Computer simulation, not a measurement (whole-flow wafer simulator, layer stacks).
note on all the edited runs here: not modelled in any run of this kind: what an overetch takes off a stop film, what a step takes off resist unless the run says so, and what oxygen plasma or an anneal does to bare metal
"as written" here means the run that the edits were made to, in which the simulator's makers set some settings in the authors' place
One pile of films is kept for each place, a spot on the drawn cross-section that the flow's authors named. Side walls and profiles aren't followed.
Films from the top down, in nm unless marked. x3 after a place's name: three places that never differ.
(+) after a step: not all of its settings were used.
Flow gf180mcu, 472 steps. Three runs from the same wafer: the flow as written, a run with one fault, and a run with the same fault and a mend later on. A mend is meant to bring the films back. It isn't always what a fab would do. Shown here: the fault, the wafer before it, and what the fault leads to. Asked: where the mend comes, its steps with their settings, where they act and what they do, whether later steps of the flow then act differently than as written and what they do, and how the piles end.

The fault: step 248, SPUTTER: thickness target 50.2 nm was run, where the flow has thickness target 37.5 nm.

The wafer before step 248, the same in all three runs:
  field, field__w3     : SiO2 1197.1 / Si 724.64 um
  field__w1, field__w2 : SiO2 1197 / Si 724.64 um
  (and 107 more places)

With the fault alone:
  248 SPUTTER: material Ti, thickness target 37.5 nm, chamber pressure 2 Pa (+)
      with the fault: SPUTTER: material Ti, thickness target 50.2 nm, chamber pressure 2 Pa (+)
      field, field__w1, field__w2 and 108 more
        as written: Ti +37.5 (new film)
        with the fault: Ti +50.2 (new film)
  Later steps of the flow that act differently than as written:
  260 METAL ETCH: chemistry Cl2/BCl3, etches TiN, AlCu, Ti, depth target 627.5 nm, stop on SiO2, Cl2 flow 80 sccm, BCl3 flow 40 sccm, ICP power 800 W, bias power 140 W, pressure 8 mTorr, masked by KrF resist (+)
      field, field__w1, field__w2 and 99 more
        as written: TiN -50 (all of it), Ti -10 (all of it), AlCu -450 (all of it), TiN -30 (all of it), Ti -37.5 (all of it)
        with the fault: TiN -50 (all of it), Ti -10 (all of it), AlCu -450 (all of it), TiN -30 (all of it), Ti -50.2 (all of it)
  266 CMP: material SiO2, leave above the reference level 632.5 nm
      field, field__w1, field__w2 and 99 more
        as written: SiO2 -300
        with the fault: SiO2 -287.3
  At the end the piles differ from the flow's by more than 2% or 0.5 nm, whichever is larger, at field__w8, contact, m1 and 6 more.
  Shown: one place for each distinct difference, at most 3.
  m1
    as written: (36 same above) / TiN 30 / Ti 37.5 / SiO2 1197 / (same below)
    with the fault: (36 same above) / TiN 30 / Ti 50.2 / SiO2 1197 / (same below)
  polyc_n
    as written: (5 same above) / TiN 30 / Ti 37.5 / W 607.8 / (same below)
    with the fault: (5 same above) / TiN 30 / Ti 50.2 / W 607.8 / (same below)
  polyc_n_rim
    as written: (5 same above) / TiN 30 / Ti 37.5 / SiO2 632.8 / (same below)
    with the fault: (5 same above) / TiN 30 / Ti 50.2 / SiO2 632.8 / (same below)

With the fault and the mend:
  The mend comes after step 248.
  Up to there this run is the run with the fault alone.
  248a METAL ETCH: chemistry Cl2/BCl3, etches TiN, AlCu, Ti, depth target 12.7 nm, Cl2 flow 80 sccm, BCl3 flow 40 sccm, ICP power 800 W, bias power 140 W, pressure 8 mTorr
      field, field__w1, field__w2 and 108 more
        Ti -12.7
  No later step of the flow acts differently than as written at any place that is followed.
  At the end the piles are the same as the flow's at every place that both follow.
